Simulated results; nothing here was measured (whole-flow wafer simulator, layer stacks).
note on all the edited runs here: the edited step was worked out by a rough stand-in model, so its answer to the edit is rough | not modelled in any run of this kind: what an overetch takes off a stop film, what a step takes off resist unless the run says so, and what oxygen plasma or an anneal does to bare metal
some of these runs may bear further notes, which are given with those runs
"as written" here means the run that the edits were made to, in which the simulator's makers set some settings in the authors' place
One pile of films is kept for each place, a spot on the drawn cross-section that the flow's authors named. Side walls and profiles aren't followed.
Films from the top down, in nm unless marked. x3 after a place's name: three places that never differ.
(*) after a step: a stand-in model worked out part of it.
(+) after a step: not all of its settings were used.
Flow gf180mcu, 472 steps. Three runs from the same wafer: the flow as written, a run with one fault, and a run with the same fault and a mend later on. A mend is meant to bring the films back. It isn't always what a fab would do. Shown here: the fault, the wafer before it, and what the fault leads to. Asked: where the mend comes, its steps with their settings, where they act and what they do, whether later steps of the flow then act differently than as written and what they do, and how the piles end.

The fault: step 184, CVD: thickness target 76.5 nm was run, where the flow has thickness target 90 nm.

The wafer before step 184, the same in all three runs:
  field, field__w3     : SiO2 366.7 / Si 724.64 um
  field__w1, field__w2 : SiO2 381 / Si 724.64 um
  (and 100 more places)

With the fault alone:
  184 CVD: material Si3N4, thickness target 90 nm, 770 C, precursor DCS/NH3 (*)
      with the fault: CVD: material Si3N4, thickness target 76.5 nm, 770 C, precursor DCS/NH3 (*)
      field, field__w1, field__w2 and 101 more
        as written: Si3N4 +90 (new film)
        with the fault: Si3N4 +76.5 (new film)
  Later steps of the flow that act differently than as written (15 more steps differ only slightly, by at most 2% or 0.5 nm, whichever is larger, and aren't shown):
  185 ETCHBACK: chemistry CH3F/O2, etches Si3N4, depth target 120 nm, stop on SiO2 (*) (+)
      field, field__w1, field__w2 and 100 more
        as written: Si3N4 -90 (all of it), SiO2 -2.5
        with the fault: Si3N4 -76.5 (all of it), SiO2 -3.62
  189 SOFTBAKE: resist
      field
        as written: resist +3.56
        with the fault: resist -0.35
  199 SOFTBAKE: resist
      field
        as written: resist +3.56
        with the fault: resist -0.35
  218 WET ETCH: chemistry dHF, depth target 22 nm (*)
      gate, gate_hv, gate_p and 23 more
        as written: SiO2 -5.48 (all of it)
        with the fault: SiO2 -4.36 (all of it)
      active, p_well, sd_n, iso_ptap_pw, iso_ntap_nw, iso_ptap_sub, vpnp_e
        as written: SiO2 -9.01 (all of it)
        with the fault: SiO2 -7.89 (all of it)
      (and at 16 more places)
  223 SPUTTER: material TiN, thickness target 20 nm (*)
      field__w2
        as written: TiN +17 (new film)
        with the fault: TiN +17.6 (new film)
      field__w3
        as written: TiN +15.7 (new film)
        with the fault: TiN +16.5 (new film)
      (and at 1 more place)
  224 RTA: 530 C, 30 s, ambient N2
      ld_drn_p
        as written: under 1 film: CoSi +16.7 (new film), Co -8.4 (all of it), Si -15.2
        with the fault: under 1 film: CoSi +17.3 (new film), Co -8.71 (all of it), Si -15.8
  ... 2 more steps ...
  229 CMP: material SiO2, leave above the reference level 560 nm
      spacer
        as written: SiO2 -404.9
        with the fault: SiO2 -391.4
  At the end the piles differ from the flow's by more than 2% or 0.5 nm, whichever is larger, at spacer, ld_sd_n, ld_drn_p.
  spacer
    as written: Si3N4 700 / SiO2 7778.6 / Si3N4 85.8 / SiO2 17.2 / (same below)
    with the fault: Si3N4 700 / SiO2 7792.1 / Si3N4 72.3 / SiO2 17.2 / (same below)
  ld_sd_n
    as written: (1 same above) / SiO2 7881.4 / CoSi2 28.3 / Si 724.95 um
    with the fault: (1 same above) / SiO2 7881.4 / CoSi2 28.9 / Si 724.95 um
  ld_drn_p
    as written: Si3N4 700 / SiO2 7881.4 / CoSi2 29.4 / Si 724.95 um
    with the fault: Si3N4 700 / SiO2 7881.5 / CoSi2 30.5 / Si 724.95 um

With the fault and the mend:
  The mend comes after step 184.
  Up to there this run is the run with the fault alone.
  184a CVD: material Si3N4, thickness target 13.5 nm, 770 C, precursor DCS/NH3 (*) (the flow's step 184 once more, with other settings)
      field, field__w1, field__w2 and 101 more
        Si3N4 +13.5
  No later step of the flow acts differently than as written, at any place that is followed, by more than 2% or 0.5 nm, whichever is larger.
  At the end the piles are the same as the flow's at every place that both follow.
